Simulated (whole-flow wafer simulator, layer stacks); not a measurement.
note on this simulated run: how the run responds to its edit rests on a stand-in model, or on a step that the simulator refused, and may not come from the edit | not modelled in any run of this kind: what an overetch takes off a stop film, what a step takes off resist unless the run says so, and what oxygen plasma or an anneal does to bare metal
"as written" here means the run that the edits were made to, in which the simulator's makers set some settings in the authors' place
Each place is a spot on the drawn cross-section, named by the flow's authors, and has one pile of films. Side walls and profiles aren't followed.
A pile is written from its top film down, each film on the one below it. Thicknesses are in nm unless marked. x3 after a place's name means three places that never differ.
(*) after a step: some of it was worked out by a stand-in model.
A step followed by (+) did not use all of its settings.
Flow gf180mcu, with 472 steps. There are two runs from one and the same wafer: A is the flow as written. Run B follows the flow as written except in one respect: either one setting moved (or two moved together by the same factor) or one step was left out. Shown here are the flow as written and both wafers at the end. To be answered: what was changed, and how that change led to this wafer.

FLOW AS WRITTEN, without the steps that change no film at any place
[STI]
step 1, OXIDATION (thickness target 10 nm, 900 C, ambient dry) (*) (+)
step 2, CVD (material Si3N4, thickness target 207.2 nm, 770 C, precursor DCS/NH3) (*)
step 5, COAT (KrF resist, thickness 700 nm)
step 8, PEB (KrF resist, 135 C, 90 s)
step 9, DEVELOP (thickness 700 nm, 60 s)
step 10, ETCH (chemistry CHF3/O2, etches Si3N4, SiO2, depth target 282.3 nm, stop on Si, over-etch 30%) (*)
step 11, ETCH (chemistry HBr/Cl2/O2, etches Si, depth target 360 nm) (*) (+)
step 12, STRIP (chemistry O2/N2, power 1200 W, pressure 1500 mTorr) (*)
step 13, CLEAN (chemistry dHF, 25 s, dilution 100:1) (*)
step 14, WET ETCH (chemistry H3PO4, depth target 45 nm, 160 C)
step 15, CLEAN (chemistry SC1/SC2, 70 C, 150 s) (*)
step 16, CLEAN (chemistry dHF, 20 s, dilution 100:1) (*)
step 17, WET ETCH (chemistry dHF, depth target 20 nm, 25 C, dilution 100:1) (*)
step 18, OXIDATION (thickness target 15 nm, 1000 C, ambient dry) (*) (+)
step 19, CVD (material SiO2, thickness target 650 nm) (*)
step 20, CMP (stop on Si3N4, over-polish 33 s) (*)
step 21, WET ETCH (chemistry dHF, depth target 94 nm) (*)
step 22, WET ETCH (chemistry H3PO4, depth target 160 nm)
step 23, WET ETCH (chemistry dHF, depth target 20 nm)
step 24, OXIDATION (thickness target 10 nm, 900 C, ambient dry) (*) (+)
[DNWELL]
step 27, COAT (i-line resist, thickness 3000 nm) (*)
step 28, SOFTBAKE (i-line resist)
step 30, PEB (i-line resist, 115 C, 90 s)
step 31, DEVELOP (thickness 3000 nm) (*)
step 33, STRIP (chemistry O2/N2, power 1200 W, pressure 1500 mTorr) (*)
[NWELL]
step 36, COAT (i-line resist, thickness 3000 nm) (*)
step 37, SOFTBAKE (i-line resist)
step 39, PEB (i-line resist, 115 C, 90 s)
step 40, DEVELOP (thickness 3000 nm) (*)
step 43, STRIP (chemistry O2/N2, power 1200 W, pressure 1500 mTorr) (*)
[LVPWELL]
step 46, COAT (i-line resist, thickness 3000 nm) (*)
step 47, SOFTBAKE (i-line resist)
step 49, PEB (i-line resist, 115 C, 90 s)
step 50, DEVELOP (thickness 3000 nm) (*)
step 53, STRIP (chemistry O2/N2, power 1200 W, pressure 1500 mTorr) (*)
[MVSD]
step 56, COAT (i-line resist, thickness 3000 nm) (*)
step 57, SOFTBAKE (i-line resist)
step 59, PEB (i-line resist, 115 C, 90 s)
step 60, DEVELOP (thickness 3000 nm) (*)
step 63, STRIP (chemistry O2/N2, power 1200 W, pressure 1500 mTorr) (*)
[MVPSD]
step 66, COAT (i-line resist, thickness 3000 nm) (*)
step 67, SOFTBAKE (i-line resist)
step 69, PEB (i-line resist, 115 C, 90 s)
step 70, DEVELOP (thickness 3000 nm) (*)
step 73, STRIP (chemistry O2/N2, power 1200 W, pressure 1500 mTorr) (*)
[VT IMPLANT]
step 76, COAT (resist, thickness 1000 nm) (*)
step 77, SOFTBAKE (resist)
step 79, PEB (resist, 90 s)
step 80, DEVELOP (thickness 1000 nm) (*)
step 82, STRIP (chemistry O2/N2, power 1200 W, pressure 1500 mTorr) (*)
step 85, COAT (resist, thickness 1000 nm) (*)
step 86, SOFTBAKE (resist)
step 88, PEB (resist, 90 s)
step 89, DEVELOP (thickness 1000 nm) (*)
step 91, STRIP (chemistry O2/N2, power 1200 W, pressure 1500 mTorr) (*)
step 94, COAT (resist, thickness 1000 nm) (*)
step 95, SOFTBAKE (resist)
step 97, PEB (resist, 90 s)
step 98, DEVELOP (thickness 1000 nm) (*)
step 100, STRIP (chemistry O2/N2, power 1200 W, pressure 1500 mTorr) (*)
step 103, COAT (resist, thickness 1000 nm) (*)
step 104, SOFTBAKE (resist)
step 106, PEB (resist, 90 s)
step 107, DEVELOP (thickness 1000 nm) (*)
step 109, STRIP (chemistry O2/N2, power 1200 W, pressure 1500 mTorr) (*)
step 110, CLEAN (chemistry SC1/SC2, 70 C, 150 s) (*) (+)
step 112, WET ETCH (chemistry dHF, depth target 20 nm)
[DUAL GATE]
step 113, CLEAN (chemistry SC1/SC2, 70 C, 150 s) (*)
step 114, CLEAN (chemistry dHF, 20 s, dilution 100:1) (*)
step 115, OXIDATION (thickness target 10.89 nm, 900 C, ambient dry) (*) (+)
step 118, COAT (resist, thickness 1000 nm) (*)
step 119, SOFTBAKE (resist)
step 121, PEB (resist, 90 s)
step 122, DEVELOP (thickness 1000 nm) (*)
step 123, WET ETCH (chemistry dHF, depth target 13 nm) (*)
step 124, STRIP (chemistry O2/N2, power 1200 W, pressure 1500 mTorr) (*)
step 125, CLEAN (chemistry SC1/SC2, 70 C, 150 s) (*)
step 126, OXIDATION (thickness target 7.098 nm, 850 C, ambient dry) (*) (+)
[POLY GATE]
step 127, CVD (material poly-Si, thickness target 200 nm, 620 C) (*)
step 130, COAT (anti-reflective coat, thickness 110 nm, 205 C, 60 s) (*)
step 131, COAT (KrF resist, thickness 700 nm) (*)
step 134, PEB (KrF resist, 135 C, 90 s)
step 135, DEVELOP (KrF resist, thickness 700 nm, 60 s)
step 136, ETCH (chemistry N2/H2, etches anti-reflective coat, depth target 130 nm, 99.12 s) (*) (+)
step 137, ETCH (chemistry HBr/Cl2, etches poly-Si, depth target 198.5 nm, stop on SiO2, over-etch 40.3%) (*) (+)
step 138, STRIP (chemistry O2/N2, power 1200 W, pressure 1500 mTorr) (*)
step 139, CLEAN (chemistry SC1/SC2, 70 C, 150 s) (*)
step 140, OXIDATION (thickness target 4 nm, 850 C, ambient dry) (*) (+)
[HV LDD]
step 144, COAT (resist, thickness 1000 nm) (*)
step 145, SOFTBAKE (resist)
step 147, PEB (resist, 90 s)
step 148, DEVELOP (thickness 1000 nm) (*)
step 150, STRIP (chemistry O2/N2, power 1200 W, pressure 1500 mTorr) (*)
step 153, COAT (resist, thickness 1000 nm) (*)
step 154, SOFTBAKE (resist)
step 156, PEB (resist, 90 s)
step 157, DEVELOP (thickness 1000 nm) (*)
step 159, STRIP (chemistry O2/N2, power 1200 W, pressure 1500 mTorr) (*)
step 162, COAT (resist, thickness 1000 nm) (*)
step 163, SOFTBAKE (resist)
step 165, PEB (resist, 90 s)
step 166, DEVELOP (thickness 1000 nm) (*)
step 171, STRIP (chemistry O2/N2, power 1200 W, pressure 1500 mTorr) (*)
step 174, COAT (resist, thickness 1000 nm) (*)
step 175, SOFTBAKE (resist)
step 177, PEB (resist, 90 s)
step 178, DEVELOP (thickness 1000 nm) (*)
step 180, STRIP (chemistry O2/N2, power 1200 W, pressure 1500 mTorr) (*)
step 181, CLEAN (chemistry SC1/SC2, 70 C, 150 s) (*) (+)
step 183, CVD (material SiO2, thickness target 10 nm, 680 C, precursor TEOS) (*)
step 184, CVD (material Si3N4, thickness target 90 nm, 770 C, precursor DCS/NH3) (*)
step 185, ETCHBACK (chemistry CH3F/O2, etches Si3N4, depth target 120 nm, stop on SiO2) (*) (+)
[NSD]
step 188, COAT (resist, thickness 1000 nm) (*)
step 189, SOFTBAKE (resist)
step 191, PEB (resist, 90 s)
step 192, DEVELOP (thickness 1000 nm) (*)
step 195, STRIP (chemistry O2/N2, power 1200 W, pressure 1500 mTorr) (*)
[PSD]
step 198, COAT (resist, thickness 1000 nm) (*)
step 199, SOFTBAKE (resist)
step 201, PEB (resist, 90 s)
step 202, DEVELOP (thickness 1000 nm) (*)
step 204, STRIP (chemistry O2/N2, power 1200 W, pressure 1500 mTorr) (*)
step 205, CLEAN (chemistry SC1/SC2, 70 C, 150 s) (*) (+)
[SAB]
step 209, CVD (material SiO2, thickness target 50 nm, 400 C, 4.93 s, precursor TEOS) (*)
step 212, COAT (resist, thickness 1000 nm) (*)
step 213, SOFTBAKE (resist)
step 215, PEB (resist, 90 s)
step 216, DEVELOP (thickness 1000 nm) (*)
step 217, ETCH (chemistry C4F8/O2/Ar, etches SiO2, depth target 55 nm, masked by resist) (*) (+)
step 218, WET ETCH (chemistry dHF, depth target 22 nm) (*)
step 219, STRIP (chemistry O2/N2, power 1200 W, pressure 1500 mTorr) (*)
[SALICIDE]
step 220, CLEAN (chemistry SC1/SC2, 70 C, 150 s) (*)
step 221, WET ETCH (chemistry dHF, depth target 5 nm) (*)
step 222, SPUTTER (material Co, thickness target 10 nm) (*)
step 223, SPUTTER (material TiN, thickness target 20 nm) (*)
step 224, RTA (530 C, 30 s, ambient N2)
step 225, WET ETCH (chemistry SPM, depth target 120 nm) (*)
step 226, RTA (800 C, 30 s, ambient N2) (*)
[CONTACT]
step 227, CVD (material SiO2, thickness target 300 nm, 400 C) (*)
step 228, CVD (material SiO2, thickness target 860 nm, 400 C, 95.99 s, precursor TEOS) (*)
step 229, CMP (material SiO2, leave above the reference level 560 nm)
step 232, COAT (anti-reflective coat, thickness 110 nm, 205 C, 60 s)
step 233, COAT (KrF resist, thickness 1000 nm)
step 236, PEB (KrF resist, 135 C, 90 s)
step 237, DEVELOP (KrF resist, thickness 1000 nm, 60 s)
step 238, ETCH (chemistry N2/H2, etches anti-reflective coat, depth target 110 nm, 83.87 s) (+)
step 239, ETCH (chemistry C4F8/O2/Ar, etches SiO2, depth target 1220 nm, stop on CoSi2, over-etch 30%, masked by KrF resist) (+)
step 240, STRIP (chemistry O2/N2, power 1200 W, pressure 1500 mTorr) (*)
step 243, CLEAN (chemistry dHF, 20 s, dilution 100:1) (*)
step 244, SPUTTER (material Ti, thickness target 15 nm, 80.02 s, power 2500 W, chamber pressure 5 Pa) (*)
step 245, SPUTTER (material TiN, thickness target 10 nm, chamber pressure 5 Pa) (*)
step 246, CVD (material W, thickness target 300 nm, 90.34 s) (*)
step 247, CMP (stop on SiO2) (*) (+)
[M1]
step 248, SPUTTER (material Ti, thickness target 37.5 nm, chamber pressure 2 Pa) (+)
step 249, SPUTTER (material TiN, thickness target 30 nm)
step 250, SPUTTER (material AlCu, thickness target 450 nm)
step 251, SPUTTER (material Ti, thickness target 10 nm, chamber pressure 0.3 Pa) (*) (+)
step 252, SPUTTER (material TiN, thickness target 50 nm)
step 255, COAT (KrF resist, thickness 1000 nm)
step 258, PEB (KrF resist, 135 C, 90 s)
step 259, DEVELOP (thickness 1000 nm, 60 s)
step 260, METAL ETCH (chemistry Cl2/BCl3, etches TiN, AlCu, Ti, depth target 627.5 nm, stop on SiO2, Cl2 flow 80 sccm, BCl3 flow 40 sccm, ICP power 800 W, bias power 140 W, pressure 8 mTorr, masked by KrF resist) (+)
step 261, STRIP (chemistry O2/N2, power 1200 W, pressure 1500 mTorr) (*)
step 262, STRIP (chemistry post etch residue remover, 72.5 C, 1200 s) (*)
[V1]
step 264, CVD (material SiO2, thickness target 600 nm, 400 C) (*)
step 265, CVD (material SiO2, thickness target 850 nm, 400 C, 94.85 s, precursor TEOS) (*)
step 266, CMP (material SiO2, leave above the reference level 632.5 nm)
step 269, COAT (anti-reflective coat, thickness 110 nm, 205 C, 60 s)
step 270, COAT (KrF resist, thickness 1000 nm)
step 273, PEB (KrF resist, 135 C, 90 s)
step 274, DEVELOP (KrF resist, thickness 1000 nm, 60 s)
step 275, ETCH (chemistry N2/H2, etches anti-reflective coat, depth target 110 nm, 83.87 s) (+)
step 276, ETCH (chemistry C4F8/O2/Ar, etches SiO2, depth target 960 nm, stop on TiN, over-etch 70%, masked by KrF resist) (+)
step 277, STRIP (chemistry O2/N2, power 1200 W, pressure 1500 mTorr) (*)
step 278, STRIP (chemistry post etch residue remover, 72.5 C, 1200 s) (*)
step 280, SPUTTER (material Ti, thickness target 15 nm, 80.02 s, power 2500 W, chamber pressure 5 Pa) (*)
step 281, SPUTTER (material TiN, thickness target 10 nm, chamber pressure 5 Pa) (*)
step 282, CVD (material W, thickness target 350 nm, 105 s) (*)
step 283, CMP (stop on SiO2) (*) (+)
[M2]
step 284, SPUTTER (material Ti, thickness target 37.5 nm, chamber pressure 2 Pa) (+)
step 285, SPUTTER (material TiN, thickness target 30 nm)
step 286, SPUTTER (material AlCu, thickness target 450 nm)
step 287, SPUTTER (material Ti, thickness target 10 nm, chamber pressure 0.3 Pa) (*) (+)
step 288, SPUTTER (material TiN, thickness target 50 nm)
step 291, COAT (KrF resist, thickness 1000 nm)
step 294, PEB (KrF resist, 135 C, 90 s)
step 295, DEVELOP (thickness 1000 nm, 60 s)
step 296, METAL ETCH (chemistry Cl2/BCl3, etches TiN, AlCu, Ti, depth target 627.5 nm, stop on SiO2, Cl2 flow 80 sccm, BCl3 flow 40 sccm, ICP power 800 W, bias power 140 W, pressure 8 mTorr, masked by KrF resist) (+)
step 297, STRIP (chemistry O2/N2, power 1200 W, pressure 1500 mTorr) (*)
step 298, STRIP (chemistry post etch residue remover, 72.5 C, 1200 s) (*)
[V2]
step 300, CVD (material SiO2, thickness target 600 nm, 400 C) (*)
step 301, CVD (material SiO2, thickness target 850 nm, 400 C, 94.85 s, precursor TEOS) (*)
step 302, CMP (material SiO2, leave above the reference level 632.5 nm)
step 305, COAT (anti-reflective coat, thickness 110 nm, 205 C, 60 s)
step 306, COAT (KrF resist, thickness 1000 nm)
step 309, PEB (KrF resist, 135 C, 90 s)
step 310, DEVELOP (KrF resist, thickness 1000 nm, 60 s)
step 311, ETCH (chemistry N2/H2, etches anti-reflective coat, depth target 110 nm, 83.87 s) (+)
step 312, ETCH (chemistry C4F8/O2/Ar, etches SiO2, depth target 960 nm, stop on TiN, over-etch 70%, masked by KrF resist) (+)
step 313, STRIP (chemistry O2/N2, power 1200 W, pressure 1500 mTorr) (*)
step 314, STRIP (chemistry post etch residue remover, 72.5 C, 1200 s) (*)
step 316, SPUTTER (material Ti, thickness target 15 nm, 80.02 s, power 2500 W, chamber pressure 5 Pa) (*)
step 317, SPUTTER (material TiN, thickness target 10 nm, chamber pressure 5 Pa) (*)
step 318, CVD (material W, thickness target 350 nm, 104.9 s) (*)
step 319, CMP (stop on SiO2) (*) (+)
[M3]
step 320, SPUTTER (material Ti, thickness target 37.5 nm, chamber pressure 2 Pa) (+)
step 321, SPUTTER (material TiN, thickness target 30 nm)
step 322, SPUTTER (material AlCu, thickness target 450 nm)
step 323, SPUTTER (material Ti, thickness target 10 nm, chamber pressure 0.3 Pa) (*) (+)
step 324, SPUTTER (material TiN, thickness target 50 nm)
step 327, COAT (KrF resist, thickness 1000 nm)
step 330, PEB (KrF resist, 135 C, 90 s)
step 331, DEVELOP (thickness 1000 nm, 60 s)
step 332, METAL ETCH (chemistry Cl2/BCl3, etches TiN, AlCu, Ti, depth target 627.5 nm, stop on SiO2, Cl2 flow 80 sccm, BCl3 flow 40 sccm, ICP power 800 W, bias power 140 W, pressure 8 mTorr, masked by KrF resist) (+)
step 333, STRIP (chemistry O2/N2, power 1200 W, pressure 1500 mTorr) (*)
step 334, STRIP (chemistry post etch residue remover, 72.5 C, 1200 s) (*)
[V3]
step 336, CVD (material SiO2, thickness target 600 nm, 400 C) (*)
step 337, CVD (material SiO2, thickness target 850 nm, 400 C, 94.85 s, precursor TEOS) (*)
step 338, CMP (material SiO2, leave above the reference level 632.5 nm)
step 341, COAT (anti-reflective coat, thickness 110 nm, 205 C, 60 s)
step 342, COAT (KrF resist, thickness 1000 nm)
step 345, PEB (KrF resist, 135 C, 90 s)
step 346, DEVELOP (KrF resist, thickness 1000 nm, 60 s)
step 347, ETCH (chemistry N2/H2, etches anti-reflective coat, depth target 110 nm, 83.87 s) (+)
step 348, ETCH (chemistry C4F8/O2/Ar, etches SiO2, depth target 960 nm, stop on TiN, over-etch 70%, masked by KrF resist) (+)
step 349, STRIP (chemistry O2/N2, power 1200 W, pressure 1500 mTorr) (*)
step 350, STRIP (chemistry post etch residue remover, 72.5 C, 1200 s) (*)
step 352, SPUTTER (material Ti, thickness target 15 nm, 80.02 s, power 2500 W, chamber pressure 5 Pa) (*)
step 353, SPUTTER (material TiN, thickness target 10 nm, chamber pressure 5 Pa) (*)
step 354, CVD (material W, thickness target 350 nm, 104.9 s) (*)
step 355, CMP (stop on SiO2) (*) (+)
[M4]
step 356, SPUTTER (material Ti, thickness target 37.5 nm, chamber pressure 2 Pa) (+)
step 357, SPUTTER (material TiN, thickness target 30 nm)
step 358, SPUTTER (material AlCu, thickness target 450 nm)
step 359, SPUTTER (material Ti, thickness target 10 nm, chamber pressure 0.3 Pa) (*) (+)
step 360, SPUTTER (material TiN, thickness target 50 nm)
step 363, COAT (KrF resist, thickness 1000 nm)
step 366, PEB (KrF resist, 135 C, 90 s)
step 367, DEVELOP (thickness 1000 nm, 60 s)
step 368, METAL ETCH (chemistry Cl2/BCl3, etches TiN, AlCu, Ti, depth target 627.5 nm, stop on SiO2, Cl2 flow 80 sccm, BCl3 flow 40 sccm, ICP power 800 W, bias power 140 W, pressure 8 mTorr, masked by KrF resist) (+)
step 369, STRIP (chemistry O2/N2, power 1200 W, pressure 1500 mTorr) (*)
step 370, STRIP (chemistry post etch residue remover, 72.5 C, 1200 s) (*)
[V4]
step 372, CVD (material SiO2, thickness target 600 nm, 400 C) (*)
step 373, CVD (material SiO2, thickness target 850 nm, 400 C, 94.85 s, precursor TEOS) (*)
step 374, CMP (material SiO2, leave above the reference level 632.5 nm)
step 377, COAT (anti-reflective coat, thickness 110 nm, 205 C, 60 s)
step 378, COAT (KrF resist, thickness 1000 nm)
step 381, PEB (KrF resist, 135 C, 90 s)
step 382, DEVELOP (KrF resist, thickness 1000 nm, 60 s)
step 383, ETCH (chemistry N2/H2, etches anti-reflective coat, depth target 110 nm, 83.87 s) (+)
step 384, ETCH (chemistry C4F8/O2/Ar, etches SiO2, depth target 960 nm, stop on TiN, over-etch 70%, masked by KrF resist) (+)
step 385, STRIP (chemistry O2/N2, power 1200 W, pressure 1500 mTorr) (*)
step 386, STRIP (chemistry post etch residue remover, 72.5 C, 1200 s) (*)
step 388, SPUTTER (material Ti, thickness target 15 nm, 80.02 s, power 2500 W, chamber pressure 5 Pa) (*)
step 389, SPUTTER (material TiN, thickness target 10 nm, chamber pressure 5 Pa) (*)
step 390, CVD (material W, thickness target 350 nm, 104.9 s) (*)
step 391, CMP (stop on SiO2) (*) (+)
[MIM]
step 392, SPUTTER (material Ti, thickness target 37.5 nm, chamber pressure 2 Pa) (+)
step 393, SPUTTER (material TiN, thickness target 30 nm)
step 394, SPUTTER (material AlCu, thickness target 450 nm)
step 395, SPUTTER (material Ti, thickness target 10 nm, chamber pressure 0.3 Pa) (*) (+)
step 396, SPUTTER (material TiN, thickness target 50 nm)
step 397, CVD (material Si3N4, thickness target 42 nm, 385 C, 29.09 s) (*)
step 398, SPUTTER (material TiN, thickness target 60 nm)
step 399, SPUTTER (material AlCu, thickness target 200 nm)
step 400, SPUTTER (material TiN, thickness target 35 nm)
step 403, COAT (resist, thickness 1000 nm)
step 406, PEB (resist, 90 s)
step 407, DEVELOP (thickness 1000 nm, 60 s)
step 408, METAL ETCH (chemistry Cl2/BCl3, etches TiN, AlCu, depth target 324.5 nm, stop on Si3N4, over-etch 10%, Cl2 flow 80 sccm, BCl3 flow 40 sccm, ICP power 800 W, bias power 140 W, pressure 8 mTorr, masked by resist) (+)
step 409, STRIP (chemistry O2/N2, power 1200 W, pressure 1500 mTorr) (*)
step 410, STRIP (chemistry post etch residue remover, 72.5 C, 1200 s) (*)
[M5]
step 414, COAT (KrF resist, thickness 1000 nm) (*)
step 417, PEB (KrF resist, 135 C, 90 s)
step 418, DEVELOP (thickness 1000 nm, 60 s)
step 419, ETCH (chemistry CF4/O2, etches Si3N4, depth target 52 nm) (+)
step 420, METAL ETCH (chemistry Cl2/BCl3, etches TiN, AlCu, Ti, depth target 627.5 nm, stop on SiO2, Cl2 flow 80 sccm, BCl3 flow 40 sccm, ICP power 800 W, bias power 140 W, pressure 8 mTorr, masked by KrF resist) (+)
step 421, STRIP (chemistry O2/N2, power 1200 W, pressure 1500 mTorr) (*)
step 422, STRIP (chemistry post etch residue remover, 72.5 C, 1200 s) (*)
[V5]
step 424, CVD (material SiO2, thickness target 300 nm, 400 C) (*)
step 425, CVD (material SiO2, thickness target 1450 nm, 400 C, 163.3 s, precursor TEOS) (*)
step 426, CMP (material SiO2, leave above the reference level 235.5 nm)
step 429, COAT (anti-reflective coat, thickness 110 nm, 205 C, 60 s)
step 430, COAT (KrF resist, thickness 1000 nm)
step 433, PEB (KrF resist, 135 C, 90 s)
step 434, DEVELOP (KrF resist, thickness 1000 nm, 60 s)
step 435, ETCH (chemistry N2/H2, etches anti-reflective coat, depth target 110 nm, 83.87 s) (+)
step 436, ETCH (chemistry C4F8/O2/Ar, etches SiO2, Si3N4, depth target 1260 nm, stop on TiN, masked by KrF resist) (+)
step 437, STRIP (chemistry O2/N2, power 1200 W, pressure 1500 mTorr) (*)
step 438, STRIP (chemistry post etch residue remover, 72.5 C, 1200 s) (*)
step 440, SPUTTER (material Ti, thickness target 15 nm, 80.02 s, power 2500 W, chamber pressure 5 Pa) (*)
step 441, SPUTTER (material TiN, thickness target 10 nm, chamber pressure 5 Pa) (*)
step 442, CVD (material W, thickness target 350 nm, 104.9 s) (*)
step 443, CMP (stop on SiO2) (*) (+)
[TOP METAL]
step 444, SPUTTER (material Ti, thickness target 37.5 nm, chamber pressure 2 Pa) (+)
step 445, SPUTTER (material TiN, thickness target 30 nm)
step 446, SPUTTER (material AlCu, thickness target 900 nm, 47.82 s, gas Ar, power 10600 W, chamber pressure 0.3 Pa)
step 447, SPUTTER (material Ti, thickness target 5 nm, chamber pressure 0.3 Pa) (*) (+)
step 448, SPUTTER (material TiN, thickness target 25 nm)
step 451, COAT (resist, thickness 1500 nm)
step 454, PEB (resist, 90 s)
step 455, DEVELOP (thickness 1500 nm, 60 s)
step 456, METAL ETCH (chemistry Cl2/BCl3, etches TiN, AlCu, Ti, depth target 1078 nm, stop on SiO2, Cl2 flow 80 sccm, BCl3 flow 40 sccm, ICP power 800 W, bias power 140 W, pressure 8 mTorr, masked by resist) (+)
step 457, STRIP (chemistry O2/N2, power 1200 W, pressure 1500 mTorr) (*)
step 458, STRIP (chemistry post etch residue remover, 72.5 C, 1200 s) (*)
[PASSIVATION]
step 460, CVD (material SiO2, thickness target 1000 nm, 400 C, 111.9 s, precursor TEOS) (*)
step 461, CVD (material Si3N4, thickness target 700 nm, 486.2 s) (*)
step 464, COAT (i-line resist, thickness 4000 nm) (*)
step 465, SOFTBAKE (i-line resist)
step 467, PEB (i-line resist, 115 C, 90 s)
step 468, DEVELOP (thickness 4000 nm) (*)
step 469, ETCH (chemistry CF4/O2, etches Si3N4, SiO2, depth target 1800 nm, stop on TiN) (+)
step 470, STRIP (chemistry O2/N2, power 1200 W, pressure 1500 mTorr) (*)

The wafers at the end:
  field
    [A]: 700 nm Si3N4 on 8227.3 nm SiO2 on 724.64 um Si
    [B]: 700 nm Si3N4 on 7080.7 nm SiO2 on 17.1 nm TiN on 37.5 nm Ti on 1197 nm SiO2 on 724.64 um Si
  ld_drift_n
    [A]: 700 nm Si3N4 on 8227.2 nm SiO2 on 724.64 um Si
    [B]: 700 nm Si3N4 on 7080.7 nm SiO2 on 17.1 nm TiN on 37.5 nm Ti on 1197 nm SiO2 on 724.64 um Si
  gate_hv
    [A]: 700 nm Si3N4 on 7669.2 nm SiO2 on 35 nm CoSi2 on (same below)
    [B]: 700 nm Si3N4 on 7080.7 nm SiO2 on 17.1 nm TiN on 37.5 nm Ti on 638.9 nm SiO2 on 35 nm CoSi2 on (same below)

Cause: step 250, SPUTTER: thickness target 555 nm was run, whereas the flow has thickness target 450 nm.

The path from the change to this, step by step:
  step 250, SPUTTER (material AlCu, thickness target 450 nm)
      field, field__w1, field__w2 and 108 more: A +450 AlCu (new film) | B +555 AlCu (new film)
  step 260, METAL ETCH (chemistry Cl2/BCl3, etches TiN, AlCu, Ti, depth target 627.5 nm, stop on SiO2, Cl2 flow 80 sccm, BCl3 flow 40 sccm, ICP power 800 W, bias power 140 W, pressure 8 mTorr, masked by KrF resist) (+)
      field, field__w1, field__w2 and 99 more: A -50 TiN (all of it), -10 Ti (all of it), -450 AlCu (all of it), -30 TiN (all of it), -37.5 Ti (all of it) | B -50 TiN (all of it), -10 Ti (all of it), -555 AlCu (all of it), -12.5 TiN
  step 264, CVD (material SiO2, thickness target 600 nm, 400 C) (*)
      field, field__w1, field__w2 and 99 more: A +600 SiO2 | B +600 SiO2 (new film)
  step 266, CMP (material SiO2, leave above the reference level 632.5 nm)
      field, field__w1, field__w2 and 99 more: A -300 SiO2 | B -249.6 SiO2
With metal films that touch counted as one body, field has 1 body; the flow as written gives 0 bodies.
With metal films that touch counted as one body, ld_drift_n has 1 body; the flow as written gives 0 bodies.
With metal films that touch counted as one body, gate_hv has 2 bodies (between them, from the top down: SiO2 638.9); the flow as written gives 1 body.
